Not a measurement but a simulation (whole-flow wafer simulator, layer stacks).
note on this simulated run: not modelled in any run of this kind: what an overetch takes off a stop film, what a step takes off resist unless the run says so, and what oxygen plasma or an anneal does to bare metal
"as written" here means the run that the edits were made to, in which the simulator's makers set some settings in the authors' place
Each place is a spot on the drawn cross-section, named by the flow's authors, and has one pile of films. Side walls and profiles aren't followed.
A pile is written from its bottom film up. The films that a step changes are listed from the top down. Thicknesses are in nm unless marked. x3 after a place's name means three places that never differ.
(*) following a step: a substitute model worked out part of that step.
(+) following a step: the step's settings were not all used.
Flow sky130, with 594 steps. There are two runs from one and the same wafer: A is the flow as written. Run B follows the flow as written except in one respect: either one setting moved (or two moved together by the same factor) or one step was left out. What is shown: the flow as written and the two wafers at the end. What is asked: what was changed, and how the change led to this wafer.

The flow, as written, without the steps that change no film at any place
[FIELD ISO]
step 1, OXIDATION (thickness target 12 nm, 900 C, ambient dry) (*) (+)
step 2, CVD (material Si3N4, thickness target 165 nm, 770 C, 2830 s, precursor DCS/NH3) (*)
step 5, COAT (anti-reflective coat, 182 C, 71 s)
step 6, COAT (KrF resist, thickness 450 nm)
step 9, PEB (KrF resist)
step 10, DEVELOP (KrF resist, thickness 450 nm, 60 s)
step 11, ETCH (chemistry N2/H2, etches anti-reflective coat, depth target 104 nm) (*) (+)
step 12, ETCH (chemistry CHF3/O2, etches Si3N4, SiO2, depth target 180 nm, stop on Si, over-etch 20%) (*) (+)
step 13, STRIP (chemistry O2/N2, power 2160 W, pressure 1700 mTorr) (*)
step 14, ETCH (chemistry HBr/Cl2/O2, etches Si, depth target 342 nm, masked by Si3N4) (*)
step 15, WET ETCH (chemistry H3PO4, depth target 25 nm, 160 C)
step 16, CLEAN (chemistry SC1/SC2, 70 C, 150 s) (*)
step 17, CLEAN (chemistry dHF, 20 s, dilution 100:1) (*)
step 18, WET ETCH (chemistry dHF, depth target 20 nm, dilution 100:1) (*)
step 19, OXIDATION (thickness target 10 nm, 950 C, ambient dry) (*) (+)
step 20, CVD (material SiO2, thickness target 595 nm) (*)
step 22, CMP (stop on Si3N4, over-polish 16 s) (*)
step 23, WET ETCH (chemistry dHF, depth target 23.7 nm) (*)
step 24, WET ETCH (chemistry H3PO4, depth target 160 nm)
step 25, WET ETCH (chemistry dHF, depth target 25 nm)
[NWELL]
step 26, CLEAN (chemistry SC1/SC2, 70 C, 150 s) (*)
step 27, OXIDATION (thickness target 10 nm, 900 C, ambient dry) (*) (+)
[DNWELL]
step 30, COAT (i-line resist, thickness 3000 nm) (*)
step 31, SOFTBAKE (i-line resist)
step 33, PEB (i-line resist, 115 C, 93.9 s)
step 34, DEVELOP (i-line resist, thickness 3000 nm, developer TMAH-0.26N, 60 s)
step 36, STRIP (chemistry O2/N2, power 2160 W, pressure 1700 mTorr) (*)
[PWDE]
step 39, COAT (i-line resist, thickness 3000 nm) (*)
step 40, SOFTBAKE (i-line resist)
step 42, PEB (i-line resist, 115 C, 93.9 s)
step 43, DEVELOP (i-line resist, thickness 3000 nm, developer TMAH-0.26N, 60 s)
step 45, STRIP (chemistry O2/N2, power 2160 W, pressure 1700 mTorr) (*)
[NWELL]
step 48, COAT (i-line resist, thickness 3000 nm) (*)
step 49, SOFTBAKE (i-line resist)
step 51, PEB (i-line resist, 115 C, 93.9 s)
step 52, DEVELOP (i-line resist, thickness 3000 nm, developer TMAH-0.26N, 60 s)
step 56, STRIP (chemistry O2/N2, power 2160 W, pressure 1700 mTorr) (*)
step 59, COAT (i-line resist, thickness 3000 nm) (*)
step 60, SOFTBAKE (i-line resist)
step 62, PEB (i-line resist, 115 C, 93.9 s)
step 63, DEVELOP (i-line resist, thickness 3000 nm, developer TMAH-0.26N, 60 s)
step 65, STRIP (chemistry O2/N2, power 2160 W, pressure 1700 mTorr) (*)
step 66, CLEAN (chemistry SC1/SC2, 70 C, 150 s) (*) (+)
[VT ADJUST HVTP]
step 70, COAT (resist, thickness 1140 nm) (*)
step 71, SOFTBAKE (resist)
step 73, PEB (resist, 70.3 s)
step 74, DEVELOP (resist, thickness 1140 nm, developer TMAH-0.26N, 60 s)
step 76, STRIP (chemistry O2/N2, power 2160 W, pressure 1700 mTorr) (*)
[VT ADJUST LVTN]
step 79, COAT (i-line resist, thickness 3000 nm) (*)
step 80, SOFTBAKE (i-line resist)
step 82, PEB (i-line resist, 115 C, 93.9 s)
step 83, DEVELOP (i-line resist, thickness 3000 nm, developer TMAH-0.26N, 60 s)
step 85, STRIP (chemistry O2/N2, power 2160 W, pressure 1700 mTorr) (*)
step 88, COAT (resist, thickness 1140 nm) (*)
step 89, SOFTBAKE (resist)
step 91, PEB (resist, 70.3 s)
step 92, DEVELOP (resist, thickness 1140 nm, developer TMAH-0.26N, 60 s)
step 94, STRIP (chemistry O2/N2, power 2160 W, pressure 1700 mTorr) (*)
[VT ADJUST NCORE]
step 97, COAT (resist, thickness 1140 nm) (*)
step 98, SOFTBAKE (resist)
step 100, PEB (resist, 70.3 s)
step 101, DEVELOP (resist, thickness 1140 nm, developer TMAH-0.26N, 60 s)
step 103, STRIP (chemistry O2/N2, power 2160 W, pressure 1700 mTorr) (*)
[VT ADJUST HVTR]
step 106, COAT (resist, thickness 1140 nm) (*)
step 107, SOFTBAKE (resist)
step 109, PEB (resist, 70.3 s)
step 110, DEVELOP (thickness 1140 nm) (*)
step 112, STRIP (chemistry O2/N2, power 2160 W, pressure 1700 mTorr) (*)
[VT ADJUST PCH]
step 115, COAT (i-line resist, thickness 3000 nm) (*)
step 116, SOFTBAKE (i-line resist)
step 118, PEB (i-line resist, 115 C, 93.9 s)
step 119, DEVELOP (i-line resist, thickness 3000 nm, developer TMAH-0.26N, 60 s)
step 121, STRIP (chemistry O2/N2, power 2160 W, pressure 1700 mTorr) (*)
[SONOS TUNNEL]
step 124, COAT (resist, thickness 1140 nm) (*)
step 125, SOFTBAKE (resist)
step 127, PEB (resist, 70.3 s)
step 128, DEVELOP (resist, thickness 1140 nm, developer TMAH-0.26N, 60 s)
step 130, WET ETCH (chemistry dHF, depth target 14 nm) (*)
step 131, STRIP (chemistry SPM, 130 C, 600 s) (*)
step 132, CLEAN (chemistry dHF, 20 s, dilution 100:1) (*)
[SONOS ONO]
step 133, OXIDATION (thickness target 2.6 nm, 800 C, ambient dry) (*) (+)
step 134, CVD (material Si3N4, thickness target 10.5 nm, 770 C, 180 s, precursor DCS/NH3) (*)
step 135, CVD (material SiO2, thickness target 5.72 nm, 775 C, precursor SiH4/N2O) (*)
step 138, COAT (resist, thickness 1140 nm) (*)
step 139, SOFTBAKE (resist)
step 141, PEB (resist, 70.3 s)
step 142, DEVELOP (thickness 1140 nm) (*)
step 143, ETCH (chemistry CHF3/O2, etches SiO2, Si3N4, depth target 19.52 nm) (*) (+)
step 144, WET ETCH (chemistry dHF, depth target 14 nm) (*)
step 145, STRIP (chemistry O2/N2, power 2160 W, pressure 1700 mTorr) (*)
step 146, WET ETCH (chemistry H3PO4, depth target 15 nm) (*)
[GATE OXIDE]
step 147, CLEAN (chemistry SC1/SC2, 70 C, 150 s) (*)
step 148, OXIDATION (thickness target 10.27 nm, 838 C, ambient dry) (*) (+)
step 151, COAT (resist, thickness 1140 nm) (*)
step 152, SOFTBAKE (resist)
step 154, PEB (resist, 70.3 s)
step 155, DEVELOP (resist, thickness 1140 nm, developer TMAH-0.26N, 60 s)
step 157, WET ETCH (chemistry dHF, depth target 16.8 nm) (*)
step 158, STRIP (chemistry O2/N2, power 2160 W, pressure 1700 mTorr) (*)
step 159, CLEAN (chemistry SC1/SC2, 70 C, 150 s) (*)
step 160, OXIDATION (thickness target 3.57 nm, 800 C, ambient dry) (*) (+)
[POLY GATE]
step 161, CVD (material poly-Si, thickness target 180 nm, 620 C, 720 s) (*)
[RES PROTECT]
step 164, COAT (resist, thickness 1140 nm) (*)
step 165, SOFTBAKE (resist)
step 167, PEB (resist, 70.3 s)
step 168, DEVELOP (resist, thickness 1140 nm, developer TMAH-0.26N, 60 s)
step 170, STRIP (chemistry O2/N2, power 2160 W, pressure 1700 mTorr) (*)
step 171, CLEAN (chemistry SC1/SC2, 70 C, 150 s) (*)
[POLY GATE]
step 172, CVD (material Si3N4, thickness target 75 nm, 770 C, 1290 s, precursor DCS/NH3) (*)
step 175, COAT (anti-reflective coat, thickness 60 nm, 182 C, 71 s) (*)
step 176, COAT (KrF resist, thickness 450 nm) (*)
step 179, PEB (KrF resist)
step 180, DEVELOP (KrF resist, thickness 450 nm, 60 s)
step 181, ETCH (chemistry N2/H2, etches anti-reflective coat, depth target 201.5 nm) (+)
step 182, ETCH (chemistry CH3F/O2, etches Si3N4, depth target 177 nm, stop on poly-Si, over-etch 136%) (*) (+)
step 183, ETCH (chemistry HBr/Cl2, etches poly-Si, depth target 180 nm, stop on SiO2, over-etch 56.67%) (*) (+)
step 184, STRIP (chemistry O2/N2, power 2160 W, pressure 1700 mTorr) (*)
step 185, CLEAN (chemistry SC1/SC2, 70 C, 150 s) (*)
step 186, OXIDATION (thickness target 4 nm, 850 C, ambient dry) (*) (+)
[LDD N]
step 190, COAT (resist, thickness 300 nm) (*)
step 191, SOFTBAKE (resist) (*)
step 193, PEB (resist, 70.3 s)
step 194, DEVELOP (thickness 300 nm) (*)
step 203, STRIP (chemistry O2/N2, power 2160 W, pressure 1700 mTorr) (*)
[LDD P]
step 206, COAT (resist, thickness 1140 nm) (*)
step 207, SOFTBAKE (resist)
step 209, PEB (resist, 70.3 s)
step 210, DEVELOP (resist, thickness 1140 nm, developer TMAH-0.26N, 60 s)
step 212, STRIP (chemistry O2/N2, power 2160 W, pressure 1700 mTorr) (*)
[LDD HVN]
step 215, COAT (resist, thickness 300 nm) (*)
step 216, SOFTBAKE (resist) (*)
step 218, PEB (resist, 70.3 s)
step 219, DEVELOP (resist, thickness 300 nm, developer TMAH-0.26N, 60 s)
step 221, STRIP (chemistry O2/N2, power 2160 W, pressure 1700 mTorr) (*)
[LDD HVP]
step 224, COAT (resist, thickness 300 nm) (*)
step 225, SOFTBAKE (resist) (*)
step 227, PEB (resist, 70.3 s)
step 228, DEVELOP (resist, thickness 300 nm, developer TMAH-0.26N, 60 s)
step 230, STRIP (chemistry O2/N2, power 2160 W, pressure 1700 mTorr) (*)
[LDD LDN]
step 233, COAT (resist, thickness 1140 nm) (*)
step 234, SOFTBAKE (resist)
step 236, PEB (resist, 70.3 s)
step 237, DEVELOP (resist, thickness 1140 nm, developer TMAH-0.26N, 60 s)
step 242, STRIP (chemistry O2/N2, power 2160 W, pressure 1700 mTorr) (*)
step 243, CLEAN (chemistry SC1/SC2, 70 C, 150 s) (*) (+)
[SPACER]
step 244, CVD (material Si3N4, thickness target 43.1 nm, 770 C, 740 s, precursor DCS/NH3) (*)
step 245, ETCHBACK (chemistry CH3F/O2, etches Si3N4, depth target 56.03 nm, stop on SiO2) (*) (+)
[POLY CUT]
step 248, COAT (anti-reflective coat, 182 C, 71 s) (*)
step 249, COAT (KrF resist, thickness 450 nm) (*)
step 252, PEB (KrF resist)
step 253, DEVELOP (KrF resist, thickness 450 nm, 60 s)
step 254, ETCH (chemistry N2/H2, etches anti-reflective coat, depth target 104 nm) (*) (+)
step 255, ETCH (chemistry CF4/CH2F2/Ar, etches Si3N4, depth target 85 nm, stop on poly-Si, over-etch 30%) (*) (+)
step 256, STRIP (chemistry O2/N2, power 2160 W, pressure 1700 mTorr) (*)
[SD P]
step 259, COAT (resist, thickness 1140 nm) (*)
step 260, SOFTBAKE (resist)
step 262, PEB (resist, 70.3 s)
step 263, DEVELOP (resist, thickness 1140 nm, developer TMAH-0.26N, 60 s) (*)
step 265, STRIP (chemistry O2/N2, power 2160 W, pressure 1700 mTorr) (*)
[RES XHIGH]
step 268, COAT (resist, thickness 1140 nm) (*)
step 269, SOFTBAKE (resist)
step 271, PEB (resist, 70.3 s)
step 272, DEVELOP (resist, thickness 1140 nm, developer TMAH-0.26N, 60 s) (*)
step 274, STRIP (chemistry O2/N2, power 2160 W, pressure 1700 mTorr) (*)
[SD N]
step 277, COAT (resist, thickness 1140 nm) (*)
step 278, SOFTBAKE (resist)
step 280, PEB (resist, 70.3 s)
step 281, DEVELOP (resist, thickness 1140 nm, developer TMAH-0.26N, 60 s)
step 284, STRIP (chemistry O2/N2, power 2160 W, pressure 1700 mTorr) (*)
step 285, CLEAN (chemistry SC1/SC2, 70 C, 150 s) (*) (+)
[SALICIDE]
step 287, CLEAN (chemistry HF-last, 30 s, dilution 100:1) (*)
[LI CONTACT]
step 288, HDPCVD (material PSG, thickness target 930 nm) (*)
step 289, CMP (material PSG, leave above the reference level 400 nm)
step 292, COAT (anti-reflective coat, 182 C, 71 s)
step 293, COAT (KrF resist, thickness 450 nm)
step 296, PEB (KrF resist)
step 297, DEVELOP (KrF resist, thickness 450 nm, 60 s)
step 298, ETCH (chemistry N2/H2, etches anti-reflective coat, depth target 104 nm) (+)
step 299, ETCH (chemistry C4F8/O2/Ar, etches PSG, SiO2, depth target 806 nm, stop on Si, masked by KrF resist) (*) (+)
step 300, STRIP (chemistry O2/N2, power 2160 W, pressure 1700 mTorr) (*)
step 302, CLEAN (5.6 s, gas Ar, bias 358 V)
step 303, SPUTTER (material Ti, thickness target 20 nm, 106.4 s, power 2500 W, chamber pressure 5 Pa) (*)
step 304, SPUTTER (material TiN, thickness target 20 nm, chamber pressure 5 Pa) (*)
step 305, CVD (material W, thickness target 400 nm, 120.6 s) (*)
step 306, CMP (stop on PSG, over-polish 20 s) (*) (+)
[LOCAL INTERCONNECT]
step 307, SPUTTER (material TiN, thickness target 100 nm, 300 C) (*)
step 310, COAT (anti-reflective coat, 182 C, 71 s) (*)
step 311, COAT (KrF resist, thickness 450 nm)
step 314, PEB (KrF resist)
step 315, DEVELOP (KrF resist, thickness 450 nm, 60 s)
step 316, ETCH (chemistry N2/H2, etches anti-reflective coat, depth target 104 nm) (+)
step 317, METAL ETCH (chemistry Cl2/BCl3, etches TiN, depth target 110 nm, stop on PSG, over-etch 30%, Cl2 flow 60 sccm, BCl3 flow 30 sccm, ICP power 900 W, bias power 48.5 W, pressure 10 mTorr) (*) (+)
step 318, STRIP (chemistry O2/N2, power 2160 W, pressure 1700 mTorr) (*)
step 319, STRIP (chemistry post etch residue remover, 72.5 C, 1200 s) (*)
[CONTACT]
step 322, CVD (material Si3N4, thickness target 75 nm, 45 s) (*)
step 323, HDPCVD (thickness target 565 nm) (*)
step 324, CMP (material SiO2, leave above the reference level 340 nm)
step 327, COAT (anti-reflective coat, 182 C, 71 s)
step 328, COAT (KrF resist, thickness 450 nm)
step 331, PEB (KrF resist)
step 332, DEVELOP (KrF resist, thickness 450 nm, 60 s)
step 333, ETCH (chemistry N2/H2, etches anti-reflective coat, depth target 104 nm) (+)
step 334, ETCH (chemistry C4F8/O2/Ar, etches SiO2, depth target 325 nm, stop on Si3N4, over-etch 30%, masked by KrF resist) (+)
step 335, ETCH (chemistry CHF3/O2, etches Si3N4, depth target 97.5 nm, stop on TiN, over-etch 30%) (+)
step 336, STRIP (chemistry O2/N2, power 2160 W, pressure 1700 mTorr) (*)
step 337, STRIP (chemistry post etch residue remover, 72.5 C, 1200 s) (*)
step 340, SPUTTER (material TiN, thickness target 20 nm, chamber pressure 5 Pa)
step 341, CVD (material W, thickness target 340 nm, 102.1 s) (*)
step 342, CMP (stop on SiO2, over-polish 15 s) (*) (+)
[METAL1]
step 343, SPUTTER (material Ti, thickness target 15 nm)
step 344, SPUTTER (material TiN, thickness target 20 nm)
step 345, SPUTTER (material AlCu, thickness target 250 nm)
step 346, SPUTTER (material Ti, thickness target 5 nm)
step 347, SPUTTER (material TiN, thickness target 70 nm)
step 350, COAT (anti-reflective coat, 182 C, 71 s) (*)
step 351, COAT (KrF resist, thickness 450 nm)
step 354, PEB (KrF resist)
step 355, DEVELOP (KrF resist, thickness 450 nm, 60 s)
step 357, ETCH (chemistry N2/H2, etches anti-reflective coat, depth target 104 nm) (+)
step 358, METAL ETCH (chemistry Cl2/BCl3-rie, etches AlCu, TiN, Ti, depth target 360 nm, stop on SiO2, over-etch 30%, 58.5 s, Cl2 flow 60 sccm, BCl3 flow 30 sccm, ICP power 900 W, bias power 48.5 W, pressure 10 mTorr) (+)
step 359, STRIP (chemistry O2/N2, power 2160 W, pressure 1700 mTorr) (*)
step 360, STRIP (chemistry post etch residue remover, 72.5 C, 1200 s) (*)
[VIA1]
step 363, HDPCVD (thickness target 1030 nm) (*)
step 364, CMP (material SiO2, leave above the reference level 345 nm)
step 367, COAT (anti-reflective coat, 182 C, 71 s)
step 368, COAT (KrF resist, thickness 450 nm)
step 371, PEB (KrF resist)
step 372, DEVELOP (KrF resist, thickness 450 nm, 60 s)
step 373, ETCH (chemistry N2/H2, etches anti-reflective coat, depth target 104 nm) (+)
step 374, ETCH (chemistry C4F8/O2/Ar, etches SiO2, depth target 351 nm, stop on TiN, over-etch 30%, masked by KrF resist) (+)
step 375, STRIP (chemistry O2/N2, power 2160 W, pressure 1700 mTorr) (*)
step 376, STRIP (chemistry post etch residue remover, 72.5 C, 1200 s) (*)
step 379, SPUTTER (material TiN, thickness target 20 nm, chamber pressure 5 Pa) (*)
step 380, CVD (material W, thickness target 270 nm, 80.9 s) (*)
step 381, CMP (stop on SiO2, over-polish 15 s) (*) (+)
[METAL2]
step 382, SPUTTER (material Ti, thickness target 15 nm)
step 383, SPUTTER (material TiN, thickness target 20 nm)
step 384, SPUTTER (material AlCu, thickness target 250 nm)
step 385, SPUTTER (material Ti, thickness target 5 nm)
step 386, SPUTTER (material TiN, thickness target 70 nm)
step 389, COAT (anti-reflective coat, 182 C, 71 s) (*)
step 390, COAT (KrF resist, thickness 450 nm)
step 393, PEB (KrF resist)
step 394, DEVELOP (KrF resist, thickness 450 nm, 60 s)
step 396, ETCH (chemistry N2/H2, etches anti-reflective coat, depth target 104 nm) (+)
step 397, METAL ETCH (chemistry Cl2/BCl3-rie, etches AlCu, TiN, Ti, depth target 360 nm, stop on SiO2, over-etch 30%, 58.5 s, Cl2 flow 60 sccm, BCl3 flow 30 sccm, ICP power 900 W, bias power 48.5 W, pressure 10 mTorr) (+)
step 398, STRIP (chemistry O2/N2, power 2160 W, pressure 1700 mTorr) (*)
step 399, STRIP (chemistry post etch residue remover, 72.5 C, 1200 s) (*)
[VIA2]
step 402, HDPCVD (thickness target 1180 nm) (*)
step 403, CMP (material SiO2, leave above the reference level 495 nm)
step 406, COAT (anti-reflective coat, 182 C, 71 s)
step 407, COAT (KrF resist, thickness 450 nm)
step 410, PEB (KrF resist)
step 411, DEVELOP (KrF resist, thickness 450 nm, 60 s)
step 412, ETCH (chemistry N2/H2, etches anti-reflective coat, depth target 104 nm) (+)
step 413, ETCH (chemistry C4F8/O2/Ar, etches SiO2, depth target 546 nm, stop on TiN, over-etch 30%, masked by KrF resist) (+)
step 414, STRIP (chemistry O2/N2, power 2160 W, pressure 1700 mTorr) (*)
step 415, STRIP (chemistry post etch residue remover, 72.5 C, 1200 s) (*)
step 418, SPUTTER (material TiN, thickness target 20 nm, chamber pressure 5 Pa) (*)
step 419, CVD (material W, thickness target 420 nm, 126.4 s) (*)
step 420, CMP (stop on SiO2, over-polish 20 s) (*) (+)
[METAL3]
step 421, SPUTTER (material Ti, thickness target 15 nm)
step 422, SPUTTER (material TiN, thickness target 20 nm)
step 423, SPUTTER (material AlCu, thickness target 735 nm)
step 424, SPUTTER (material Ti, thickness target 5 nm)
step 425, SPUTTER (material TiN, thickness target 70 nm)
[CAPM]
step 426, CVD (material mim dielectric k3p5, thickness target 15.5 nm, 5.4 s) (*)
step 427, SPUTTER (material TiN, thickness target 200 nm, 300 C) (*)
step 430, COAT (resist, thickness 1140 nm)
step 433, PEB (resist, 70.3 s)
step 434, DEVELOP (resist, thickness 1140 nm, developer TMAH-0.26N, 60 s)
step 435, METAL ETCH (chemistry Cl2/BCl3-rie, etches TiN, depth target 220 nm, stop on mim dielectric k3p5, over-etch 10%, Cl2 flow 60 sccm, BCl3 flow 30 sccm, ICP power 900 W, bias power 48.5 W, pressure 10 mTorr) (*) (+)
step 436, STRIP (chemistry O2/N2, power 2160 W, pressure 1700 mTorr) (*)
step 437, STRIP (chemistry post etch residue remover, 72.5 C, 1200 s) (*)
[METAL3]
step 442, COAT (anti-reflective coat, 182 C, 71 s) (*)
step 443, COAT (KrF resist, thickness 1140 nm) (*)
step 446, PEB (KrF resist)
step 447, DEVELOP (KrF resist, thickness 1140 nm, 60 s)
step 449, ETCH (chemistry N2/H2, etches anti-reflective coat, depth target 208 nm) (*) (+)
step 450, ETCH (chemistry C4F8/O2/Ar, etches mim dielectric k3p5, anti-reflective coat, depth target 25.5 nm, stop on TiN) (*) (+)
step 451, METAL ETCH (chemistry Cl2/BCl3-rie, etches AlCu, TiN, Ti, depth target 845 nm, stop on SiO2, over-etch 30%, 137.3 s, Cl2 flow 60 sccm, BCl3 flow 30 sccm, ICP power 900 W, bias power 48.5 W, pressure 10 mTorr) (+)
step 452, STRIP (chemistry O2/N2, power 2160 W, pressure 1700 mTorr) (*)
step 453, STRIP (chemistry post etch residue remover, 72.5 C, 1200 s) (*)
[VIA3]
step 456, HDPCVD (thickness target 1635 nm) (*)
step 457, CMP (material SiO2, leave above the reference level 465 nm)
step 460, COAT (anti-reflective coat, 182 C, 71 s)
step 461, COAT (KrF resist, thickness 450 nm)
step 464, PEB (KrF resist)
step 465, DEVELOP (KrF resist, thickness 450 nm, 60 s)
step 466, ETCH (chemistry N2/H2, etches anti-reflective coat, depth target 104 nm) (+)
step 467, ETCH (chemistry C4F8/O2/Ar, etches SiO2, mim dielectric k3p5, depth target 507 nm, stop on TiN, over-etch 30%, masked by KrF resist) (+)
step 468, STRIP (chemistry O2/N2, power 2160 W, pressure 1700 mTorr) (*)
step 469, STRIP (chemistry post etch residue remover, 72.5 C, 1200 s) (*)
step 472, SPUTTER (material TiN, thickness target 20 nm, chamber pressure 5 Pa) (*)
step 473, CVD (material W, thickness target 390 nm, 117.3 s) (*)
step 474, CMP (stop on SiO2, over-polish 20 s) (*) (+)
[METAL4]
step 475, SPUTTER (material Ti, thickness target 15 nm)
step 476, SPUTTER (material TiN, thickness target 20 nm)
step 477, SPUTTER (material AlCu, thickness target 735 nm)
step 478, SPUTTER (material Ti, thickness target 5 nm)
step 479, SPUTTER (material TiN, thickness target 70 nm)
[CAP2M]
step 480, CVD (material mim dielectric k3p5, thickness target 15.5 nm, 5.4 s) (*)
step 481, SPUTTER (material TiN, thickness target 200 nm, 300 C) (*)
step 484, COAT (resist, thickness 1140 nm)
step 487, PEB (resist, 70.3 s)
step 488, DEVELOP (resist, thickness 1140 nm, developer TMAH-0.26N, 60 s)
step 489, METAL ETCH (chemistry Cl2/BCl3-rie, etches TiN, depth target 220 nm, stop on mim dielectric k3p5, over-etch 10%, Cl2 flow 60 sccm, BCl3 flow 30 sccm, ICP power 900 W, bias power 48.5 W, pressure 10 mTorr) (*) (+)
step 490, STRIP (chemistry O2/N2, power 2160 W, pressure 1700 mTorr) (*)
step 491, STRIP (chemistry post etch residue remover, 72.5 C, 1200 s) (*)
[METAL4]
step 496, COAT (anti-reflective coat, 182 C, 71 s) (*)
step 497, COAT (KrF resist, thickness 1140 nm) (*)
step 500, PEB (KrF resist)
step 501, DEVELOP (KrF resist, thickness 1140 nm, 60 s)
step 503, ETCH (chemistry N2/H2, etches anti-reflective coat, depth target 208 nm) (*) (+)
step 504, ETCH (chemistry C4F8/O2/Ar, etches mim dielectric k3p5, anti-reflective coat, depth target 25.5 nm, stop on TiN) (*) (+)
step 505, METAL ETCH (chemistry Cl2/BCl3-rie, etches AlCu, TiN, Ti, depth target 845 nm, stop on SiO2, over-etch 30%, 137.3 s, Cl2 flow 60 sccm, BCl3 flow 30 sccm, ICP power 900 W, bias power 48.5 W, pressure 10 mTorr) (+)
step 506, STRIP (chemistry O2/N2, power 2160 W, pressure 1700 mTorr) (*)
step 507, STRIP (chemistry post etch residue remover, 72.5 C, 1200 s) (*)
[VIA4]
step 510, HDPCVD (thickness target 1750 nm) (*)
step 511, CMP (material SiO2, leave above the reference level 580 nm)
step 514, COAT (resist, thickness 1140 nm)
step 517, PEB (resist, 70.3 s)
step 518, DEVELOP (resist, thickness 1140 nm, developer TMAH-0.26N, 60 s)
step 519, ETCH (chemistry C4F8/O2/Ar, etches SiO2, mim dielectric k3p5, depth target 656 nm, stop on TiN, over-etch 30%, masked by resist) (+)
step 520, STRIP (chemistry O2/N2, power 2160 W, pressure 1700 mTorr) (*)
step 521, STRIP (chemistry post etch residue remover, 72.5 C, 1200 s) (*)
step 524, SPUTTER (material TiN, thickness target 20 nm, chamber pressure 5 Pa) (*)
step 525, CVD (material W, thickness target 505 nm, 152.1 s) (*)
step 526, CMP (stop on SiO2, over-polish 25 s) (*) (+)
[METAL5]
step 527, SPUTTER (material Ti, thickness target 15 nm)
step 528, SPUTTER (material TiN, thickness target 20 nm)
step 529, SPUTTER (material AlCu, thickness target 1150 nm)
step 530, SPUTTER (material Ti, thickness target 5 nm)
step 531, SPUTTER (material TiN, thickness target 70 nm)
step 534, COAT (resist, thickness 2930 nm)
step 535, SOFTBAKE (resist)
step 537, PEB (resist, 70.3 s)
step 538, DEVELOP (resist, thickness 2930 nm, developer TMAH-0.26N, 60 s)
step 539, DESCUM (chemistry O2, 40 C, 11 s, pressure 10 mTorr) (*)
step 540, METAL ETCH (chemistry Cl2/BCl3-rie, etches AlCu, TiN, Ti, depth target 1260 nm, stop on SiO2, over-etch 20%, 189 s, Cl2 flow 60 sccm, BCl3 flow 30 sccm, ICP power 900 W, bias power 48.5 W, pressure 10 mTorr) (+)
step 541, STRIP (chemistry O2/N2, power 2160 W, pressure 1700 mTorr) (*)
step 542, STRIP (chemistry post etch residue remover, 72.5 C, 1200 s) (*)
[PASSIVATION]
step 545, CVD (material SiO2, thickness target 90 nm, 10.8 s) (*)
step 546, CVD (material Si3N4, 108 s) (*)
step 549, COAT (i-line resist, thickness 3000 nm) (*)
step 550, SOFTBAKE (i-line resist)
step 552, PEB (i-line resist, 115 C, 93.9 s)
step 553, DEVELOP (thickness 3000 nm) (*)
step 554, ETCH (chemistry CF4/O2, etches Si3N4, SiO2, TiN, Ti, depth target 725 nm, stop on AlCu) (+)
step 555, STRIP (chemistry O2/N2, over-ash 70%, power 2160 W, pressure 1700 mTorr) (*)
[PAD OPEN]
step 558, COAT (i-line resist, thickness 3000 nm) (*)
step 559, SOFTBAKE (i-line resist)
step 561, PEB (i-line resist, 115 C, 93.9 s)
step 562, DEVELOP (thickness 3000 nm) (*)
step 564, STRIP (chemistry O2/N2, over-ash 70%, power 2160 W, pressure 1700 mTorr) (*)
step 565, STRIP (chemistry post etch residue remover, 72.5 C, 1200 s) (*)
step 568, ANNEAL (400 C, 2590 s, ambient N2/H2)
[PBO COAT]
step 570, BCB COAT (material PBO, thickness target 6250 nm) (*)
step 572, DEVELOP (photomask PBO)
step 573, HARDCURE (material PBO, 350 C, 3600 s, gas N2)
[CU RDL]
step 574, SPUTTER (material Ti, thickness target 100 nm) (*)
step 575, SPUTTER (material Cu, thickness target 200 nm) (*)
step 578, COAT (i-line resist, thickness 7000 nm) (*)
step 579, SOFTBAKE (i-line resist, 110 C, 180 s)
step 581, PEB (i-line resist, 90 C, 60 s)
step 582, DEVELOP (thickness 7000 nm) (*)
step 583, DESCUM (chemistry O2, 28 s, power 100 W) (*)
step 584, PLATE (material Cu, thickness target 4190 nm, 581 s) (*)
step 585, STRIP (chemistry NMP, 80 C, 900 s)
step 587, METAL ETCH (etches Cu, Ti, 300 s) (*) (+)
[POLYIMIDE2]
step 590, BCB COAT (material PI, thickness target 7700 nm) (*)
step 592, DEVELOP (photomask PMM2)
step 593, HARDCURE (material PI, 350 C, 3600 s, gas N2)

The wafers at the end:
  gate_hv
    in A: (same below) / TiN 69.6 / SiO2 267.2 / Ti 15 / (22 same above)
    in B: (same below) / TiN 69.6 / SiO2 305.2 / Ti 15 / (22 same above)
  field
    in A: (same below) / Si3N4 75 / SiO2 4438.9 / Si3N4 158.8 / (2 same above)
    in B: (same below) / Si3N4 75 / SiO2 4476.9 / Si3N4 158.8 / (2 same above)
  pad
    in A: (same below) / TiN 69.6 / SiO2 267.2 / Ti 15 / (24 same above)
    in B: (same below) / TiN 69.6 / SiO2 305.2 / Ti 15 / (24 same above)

The reason: step 364, CMP: leave above the reference level 383 nm was run, though the flow has leave above the reference level 345 nm.

The path from the change to this, step by step:
  step 364, CMP (material SiO2, leave above the reference level 345 nm)
      n_well, p_well, gate_hv and 100 more: A -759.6 SiO2 | B -721.6 SiO2
      field, active, gate and 81 more: A -389.1 SiO2 | B -351.1 SiO2
      (also at 4 further places)
  step 374, ETCH (chemistry C4F8/O2/Ar, etches SiO2, depth target 351 nm, stop on TiN, over-etch 30%, masked by KrF resist) (+)
      m1, via1_hole: A -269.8 SiO2 (all of it) | B -307.8 SiO2 (all of it)
  step 379, SPUTTER (material TiN, thickness target 20 nm, chamber pressure 5 Pa) (*)
      m1: A +11 TiN | B +10.3 TiN
      via1_hole: A +10.9 TiN | B +10.3 TiN
  step 380, CVD (material W, thickness target 270 nm, 80.9 s) (*)
      m1, via1_hole: A +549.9 W (new film) | B +588.6 W (new film)
